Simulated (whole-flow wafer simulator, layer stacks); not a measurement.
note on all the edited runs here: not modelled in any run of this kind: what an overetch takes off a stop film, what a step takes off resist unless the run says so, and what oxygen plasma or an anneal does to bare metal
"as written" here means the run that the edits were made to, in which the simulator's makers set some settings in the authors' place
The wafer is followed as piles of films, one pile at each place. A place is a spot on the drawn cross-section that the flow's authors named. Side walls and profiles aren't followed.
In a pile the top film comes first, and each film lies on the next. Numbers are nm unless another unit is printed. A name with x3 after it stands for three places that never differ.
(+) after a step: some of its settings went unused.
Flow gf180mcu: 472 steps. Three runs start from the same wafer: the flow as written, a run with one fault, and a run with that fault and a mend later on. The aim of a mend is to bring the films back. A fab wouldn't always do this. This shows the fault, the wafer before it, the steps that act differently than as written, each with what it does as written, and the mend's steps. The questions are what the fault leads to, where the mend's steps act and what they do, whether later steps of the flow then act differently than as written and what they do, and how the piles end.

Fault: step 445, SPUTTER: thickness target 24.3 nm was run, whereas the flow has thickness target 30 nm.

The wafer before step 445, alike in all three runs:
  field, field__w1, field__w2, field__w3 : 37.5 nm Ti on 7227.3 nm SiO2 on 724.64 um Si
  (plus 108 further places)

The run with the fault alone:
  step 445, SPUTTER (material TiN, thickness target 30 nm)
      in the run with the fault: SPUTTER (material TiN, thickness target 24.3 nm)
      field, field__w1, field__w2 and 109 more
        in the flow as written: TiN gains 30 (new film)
        in the run with the fault: TiN gains 24.3 (new film)
  Later steps of the flow acting differently than as written (not shown: 5 more steps that differ only slightly, by at most 2% or 0.5 nm, whichever is larger):
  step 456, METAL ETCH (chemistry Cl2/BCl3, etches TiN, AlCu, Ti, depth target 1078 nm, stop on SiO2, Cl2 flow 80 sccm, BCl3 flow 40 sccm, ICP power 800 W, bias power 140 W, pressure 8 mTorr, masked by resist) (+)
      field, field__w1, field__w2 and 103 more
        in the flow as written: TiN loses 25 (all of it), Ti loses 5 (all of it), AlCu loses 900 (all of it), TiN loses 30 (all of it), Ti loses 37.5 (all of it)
        in the run with the fault: TiN loses 25 (all of it), Ti loses 5 (all of it), AlCu loses 900 (all of it), TiN loses 24.3 (all of it), Ti loses 37.5 (all of it)
  At field__w8, contact, m1, m1__w1, pad, m1_nw, the piles at the end differ from the flow's by more than 2% or 0.5 nm, whichever is larger.
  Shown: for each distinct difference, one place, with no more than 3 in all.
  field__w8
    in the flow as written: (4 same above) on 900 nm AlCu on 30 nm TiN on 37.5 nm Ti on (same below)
    in the run with the fault: (4 same above) on 900 nm AlCu on 24.3 nm TiN on 37.5 nm Ti on (same below)
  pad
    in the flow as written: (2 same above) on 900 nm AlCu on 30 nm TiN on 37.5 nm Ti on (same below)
    in the run with the fault: (2 same above) on 900 nm AlCu on 24.3 nm TiN on 37.5 nm Ti on (same below)

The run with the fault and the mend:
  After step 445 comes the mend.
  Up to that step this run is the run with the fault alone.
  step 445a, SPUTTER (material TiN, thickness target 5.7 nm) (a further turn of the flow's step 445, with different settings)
      field, field__w1, field__w2 and 109 more
        TiN gains 5.7
  Every later step of the flow that is run acts as written at every place that is followed.
  The piles end the same as the flow's at every place that both follow.
